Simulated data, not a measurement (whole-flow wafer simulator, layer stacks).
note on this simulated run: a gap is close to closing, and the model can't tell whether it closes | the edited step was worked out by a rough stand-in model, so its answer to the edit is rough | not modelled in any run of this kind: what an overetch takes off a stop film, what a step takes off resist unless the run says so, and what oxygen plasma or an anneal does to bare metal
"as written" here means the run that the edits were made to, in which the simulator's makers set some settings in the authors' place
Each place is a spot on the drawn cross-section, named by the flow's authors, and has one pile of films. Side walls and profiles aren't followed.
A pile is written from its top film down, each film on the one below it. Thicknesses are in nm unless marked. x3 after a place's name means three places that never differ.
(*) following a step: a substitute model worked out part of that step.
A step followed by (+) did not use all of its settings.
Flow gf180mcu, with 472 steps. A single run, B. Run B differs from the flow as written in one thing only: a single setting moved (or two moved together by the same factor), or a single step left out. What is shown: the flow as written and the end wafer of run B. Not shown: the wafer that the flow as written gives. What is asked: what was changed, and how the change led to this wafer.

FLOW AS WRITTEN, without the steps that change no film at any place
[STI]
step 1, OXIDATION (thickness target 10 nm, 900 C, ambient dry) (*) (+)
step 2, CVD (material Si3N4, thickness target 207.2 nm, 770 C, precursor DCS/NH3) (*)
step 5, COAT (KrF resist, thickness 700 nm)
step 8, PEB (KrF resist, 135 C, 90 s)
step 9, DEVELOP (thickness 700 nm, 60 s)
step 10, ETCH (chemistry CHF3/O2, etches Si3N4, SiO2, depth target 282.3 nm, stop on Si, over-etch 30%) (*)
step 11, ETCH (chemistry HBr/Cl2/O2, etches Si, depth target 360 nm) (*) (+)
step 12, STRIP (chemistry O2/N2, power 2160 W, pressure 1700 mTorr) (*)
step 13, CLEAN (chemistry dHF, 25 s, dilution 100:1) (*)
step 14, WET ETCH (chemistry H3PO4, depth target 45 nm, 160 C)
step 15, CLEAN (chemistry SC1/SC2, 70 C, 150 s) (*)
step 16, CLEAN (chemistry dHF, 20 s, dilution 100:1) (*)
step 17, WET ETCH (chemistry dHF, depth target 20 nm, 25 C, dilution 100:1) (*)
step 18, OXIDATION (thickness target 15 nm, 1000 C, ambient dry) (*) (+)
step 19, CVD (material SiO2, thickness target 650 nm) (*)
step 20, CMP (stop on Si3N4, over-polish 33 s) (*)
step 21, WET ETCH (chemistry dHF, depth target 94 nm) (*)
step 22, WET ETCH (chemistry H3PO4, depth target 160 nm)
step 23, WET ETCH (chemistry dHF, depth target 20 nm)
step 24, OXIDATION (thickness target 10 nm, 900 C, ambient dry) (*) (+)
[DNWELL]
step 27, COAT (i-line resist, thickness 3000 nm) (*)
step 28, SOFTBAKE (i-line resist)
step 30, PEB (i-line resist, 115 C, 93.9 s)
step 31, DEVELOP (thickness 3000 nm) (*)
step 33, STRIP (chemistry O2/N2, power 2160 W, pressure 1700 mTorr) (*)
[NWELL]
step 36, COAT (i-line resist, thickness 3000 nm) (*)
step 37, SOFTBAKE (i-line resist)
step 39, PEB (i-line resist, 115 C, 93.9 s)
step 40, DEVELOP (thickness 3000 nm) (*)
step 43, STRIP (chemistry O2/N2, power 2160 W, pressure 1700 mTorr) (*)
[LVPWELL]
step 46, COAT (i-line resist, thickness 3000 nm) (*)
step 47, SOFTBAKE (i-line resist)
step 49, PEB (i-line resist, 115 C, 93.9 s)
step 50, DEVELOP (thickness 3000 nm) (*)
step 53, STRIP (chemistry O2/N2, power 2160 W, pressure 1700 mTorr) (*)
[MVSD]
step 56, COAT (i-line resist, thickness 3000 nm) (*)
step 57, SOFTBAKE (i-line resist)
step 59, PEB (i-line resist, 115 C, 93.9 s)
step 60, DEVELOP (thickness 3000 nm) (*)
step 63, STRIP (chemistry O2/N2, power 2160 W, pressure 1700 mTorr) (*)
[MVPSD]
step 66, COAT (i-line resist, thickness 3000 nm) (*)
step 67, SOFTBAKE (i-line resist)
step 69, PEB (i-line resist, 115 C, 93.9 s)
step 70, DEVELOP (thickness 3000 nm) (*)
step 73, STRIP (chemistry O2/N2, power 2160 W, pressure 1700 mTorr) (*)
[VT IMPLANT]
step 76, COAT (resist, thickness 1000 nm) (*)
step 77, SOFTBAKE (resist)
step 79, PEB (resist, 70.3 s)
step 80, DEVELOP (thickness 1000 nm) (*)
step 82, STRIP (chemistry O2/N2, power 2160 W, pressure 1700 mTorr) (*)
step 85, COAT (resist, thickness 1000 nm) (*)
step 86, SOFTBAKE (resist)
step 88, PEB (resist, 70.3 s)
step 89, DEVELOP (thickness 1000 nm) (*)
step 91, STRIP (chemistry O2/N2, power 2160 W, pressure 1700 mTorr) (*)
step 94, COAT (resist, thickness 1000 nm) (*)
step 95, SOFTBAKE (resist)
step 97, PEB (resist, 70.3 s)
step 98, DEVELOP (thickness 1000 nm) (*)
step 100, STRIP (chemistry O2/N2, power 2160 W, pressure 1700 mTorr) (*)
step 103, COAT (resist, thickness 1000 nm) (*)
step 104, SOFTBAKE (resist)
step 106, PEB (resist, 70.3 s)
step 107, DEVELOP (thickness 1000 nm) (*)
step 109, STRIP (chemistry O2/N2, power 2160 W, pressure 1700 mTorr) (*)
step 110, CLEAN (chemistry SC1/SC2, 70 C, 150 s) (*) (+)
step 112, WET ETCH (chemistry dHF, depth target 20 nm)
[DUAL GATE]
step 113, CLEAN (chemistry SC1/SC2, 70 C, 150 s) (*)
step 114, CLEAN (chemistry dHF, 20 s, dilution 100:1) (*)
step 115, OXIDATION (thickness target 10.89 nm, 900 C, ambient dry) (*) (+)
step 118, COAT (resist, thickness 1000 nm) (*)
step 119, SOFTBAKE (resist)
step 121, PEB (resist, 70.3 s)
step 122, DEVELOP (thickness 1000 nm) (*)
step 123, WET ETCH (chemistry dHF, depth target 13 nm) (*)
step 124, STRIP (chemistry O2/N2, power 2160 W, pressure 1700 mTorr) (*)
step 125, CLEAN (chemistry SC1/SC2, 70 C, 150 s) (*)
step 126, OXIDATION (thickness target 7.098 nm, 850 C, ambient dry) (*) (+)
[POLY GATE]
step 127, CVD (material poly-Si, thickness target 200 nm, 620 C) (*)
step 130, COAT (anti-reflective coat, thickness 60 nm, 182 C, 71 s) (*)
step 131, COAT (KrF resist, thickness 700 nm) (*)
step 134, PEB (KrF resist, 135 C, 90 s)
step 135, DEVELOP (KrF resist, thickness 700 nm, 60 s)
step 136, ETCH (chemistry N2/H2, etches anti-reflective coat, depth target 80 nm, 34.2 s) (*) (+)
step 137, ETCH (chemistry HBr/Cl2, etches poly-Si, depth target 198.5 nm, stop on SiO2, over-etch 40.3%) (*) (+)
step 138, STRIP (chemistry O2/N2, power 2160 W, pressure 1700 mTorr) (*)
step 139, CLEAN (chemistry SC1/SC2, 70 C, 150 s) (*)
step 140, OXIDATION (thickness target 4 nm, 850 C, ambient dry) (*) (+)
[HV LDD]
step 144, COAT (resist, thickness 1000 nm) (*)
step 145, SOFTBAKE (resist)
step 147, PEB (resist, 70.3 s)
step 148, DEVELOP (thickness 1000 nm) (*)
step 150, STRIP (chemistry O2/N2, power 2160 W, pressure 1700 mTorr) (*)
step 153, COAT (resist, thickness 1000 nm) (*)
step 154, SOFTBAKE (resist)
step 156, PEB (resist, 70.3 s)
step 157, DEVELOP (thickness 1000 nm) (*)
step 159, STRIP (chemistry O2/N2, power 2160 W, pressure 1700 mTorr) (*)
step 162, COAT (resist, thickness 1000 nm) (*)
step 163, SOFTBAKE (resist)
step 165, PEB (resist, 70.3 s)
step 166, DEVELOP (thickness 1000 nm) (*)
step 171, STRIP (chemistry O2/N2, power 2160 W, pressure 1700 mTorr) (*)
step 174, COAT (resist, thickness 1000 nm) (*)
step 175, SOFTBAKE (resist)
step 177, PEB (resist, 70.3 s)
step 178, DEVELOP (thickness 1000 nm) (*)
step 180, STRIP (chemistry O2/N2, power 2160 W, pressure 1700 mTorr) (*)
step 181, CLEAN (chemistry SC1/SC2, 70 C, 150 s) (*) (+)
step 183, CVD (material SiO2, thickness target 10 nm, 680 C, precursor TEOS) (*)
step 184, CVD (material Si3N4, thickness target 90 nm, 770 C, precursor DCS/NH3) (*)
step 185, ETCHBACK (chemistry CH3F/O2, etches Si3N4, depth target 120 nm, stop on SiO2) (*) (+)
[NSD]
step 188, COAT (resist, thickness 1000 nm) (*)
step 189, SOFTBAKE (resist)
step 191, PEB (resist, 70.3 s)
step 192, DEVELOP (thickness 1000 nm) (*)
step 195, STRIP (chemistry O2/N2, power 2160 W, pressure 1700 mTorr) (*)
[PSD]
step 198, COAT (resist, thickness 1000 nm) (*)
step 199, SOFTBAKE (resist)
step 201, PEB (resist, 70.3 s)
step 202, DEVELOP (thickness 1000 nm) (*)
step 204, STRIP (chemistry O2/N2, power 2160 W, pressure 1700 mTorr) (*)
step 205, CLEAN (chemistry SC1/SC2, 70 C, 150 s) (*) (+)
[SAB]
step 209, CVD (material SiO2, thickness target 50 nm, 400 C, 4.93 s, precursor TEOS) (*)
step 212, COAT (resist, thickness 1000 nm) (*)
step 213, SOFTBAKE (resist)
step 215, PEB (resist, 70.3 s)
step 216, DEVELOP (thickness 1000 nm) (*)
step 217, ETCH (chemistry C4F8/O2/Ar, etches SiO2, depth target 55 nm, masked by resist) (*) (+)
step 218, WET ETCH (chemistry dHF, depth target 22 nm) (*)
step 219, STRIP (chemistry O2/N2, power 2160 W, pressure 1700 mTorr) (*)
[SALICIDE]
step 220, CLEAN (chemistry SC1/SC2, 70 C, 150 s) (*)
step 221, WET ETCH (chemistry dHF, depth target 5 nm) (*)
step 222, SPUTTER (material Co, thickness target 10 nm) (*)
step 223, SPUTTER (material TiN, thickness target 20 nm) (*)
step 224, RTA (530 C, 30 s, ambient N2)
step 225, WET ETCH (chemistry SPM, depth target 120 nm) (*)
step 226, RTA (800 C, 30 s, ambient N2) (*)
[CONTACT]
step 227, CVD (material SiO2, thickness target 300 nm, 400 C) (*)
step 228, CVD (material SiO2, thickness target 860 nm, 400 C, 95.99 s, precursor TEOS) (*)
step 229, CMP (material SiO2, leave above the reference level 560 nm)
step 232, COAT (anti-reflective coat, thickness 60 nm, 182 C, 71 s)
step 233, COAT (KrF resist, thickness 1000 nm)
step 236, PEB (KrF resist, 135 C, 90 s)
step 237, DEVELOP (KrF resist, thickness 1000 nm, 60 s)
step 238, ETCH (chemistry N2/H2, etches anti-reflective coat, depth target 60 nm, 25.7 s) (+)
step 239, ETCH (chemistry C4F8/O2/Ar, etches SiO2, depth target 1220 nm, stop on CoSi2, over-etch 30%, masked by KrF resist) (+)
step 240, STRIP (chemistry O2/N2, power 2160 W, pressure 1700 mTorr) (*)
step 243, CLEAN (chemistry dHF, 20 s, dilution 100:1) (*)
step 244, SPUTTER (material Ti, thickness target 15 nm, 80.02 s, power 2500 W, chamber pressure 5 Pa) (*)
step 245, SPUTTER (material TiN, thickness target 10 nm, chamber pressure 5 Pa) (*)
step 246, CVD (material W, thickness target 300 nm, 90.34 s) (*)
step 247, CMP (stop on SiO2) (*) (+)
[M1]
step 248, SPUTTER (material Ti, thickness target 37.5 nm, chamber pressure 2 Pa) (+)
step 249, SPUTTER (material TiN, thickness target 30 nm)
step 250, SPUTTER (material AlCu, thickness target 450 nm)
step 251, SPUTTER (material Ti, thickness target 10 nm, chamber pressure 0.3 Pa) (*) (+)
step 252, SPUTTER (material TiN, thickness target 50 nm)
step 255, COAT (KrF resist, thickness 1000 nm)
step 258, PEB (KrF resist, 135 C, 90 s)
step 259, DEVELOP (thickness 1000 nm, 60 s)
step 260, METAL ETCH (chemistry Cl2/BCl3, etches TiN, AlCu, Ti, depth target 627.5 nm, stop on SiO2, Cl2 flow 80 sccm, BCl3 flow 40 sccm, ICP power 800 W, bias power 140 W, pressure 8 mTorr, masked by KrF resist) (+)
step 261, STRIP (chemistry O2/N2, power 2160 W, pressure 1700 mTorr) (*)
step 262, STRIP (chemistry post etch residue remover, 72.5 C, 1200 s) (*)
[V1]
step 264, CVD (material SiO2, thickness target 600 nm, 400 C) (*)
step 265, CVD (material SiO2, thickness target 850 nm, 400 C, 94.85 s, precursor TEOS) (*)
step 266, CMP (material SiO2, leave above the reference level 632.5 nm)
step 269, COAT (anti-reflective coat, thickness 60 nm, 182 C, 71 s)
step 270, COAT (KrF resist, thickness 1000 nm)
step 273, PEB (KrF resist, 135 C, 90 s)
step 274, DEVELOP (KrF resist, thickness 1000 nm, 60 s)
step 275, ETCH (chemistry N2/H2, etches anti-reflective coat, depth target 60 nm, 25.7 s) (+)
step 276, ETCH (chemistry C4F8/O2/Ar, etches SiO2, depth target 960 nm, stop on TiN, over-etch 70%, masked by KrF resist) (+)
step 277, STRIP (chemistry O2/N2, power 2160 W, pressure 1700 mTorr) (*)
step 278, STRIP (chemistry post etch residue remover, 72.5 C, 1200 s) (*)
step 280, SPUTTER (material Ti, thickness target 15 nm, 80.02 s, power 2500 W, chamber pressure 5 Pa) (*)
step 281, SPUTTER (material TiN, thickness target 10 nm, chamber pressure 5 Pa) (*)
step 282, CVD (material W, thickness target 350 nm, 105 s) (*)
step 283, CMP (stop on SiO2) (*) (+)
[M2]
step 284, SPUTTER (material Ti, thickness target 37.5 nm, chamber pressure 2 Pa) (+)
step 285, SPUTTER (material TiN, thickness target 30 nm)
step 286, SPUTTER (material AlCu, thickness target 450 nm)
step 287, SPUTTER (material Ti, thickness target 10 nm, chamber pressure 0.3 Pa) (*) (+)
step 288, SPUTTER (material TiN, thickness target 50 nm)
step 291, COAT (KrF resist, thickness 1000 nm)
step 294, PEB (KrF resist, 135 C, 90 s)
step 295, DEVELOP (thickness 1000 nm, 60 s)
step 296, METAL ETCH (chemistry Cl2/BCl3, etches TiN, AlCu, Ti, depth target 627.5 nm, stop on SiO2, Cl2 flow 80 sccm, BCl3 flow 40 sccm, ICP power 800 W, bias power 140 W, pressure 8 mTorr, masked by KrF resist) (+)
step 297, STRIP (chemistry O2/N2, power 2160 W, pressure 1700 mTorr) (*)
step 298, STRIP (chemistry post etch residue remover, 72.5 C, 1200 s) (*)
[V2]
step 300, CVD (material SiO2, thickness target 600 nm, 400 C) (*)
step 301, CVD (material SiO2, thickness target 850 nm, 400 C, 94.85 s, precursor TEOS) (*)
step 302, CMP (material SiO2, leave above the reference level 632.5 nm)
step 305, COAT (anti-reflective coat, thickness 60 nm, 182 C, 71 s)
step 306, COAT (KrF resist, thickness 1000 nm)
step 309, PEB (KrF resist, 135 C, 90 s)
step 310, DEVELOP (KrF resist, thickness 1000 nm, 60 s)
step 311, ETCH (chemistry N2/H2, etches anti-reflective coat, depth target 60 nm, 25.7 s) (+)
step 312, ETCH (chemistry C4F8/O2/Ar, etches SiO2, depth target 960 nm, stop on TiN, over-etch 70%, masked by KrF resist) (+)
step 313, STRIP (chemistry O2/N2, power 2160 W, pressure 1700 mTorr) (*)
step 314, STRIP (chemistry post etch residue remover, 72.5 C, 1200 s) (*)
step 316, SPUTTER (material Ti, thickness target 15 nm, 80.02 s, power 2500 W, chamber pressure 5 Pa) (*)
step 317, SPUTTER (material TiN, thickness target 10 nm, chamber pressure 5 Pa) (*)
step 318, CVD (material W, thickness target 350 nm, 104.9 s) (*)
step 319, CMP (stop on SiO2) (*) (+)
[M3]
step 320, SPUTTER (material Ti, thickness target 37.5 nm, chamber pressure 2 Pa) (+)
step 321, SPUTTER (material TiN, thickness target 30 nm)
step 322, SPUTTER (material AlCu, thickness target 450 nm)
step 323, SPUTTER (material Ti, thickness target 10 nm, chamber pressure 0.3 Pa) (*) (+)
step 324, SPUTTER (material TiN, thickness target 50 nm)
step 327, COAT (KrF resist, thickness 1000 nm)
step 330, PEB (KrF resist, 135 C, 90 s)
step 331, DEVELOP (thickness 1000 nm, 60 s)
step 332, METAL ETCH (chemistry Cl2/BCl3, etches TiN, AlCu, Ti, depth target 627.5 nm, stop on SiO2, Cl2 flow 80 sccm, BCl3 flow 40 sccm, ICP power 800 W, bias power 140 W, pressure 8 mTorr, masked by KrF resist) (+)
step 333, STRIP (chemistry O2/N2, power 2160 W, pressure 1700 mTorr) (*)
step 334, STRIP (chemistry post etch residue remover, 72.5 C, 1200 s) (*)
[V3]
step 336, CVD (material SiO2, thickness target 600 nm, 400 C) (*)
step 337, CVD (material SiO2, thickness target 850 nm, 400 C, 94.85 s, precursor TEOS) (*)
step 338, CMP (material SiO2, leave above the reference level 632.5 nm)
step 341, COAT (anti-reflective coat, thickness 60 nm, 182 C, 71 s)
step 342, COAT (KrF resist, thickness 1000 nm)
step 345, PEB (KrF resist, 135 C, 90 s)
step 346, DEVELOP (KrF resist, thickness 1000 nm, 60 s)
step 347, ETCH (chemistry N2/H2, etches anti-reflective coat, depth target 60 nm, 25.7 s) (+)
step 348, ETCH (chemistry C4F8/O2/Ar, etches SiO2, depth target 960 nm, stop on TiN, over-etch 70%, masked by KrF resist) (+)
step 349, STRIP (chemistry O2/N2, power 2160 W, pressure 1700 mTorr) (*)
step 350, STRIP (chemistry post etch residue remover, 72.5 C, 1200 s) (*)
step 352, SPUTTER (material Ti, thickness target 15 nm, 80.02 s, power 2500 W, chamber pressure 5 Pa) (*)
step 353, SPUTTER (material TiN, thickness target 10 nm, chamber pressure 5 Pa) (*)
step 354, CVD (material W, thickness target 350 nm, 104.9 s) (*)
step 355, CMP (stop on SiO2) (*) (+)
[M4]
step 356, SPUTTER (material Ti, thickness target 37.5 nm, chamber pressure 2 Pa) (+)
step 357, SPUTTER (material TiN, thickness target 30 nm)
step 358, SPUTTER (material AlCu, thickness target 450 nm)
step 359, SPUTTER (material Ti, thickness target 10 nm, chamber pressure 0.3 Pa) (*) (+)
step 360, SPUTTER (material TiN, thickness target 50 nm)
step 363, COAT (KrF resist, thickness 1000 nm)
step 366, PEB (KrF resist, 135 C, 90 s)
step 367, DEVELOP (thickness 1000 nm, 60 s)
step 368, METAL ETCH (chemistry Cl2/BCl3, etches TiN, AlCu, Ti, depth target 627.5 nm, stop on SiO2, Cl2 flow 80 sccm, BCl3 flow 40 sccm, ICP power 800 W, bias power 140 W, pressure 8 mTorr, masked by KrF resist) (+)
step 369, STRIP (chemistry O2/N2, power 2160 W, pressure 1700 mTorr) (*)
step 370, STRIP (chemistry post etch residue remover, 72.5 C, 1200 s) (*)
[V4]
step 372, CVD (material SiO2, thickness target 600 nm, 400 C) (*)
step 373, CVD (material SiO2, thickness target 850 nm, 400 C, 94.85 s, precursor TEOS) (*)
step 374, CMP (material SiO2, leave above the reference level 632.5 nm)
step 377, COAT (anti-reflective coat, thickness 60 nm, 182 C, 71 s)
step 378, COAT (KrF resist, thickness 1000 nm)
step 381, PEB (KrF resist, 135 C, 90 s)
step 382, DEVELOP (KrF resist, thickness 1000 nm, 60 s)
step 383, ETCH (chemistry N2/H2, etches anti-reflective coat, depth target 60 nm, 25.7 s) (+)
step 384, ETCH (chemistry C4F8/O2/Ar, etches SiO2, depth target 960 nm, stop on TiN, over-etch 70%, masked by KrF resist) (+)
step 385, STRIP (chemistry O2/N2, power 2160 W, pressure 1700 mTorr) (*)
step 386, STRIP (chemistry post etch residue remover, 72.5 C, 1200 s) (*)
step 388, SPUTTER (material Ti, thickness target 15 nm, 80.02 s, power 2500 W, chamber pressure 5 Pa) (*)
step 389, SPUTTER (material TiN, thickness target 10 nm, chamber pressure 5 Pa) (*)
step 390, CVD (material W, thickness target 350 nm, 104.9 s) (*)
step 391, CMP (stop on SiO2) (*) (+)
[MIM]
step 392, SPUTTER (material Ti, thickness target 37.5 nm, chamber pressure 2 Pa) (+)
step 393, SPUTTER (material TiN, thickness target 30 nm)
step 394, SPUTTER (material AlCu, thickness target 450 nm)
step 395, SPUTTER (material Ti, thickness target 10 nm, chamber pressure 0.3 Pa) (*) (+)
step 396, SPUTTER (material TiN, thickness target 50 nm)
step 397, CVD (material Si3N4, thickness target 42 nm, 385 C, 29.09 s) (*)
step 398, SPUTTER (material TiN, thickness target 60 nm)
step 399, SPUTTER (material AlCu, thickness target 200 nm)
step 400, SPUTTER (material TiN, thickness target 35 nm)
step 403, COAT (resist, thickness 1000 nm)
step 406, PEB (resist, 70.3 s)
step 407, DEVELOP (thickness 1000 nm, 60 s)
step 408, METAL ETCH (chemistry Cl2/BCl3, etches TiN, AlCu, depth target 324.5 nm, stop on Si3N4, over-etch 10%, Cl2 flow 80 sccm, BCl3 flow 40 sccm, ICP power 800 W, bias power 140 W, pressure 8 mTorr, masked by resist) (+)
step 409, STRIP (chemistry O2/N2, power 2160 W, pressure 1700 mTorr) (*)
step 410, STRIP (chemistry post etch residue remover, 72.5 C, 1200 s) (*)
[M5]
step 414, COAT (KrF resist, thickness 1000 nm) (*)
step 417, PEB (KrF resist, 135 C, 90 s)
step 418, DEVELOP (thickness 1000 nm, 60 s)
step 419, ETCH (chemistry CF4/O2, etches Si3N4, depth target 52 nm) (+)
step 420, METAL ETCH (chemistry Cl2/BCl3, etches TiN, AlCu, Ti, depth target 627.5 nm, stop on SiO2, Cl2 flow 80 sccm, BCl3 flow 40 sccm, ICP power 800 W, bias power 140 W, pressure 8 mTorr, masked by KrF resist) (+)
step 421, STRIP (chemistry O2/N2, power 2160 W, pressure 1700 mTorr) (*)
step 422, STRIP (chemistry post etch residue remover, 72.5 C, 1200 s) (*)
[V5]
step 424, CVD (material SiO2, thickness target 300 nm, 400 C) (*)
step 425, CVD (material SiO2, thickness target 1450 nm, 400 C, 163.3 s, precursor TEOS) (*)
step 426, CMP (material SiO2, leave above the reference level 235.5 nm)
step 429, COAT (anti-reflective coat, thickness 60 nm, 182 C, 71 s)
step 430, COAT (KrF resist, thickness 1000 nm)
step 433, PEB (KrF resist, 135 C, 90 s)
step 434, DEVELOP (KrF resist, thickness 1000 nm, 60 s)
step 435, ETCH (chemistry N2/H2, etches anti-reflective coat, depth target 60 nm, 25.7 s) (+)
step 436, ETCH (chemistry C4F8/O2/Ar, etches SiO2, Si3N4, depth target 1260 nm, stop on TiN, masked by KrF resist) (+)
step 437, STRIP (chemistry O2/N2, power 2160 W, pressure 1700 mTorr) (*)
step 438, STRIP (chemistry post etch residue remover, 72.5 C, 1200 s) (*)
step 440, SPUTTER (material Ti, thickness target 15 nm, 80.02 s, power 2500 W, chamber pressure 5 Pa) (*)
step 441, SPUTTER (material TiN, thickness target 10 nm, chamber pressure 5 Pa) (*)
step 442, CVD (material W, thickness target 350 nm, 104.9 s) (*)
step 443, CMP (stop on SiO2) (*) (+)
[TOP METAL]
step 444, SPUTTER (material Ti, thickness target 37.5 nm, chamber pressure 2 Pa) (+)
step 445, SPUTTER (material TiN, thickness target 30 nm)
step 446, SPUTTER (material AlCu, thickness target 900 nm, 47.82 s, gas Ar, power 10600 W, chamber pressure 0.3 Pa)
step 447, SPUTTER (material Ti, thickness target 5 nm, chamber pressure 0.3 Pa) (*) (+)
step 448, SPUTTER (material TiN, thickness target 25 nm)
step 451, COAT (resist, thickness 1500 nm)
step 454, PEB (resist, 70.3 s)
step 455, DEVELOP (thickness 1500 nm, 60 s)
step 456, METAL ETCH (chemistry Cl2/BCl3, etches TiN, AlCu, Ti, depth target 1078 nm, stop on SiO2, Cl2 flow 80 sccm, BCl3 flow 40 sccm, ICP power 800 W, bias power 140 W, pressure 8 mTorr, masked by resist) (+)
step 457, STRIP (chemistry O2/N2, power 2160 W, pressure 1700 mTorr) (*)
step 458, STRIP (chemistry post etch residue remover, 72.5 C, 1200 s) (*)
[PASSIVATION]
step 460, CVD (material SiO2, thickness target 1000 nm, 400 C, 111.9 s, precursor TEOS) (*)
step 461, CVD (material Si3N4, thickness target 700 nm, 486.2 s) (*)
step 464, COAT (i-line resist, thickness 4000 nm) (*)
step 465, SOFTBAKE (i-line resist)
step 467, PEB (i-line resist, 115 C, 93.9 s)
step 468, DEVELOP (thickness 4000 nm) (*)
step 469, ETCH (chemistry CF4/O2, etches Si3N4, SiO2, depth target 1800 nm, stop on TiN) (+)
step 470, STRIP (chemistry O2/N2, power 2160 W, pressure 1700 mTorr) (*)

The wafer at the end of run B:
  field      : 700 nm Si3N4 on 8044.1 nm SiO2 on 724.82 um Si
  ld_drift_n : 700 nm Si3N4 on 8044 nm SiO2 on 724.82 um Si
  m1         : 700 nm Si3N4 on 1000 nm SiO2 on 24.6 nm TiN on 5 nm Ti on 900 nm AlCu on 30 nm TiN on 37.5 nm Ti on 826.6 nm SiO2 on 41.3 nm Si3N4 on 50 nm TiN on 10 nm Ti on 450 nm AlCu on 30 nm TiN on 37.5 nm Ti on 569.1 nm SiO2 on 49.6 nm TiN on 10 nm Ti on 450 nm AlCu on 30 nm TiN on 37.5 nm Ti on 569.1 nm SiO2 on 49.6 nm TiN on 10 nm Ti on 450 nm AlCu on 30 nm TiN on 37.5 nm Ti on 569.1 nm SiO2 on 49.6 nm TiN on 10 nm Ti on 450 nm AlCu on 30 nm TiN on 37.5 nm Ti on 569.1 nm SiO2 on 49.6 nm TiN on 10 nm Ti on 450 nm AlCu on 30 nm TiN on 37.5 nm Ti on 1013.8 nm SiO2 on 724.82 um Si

What caused this: step 11, ETCH: depth target 176 nm was run, while the flow as written has depth target 360 nm.

The path from the change to this, step by step:
  step 11, ETCH (chemistry HBr/Cl2/O2, etches Si, depth target 360 nm) (*) (+)
      active, n_well, p_well and 40 more: KrF resist loses 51 (as written it would have been: KrF resist loses 112.3)
      field, field_sub, sti and 34 more: Si loses 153 (as written it would have been: Si loses 337)
  step 12, STRIP (chemistry O2/N2, power 2160 W, pressure 1700 mTorr) (*)
      active, n_well, p_well and 40 more: KrF resist loses 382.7 (all of it) (as written it would have been: KrF resist loses 321.4 (all of it))
  step 19, CVD (material SiO2, thickness target 650 nm) (*)
      ld_fp_n, ld_drift_n, ld_fp_p and 7 more: SiO2 gains 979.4 (as written it would have been: SiO2 gains 1163.4)
      m1: SiO2 gains 650 (as written it would have been: SiO2 gains 1163.4)
  step 20, CMP (stop on Si3N4, over-polish 33 s) (*)
      sti, mim_1p0, pad and 11 more: SiO2 loses 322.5 (as written it would have been: SiO2 loses 138.5)
      nw_enc_fld, nw_enc_fld_lv: SiO2 loses 326.5 (as written it would have been: SiO2 loses 142.5)
      (and at 11 other places as well)
  step 24, OXIDATION (thickness target 10 nm, 900 C, ambient dry) (*) (+)
      sti, mim_1p0, pad and 17 more: SiO2 gains 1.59, Si loses 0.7 (as written it would have been: SiO2 gains 1.02, Si loses 0.45)
      field, mim, npoly_sal, nw_sep_fld: SiO2 gains 1.64, Si loses 0.72 (as written it would have been: SiO2 gains 1.04, Si loses 0.46)
      (and at 13 other places as well)
  step 115, OXIDATION (thickness target 10.89 nm, 900 C, ambient dry) (*) (+)
      sti, mim_1p0, pad and 19 more: SiO2 gains 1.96, Si loses 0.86 (as written it would have been: SiO2 gains 1.22, Si loses 0.54)
      field, field__w1, field__w2, field__w3, field__w6, field__w12, mim, nw_sep_fld: SiO2 gains 2.03, Si loses 0.89 (as written it would have been: SiO2 gains 1.25, Si loses 0.55)
      (and at 19 other places as well)
  step 189, SOFTBAKE (resist)
      field__w9: resist loses 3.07 (as written it would have been: resist gains 6.92)
      active_hv: resist loses 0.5 (as written it would have been: resist gains 2.68)
      (and at 1 other place as well)
  step 199, SOFTBAKE (resist)
      field__w9: resist loses 3.07 (as written it would have been: resist gains 6.92)
      active_hv: resist loses 0.5 (as written it would have been: resist gains 2.68)
      (and at 1 other place as well)
